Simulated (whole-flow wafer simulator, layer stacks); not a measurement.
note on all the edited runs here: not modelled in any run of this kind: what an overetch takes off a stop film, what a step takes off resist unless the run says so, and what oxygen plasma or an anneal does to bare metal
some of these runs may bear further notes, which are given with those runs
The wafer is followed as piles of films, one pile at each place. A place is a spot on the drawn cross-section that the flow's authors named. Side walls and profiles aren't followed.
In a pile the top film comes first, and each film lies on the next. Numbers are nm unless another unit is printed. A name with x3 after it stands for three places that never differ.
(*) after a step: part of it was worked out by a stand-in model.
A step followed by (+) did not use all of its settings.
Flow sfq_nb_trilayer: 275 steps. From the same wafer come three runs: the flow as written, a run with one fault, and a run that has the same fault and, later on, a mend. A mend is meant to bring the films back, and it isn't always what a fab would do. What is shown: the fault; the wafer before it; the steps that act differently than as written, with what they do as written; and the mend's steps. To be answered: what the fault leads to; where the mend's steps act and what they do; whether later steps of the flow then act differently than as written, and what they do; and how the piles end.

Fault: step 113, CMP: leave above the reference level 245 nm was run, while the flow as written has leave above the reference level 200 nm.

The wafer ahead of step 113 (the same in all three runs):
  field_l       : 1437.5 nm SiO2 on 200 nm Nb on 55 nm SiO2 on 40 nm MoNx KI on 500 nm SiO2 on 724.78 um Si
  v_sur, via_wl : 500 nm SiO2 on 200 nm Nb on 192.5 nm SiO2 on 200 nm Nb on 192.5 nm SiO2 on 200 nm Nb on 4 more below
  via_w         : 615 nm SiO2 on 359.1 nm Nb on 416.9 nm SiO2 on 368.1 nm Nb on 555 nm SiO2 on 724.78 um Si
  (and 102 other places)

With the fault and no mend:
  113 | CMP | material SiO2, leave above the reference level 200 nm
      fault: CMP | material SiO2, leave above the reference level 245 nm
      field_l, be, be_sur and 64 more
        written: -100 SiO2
        fault: -55 SiO2
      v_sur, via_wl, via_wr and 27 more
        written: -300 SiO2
        fault: -255 SiO2
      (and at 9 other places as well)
  Later steps of the flow acting differently than as written (3 more steps, not shown, differ only slightly: by at most 2% or 0.5 nm, whichever is larger):
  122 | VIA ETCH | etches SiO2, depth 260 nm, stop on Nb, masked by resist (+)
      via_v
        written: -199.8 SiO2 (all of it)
        fault: -244.8 SiO2 (all of it)
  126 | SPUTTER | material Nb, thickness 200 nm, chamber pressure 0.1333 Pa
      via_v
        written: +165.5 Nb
        fault: +156 Nb
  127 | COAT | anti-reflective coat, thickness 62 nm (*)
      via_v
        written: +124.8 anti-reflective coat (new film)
        fault: +134.5 anti-reflective coat (new film)
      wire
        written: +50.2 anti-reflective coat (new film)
        fault: +49.1 anti-reflective coat (new film)
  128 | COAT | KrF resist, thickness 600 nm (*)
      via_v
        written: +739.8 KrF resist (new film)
        fault: +777.1 KrF resist (new film)
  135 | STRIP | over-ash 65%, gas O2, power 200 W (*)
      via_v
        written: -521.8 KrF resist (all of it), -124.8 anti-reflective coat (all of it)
        fault: -559.1 KrF resist (all of it), -134.5 anti-reflective coat (all of it)
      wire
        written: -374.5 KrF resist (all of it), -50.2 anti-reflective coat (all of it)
        fault: -371.1 KrF resist (all of it), -49.1 anti-reflective coat (all of it)
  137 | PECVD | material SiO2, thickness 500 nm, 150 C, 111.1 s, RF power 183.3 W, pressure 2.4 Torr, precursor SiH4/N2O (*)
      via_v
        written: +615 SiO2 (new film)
        fault: +669.6 SiO2 (new film)
  At v_sur, via_wl, via_w and 78 more, the piles at the end differ from the flow's by more than 2% or 0.5 nm, whichever is larger.
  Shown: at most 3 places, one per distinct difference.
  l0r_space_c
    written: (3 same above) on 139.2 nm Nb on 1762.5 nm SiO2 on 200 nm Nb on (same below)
    fault: (3 same above) on 139.2 nm Nb on 1807.5 nm SiO2 on 200 nm Nb on (same below)
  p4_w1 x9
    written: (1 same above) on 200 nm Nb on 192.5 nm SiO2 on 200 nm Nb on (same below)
    fault: (1 same above) on 200 nm Nb on 237.5 nm SiO2 on 200 nm Nb on (same below)
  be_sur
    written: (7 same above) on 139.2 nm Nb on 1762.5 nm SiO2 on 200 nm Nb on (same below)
    fault: (7 same above) on 139.2 nm Nb on 1807.5 nm SiO2 on 200 nm Nb on (same below)

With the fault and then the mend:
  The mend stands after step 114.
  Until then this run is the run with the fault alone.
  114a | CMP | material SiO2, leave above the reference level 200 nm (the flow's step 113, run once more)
      field_l, v_sur, via_wl and 103 more
        -45 SiO2
  Every later step of the flow that is run acts as written at every place that is followed.
  By the end, the piles equal the flow's at every place that both follow.
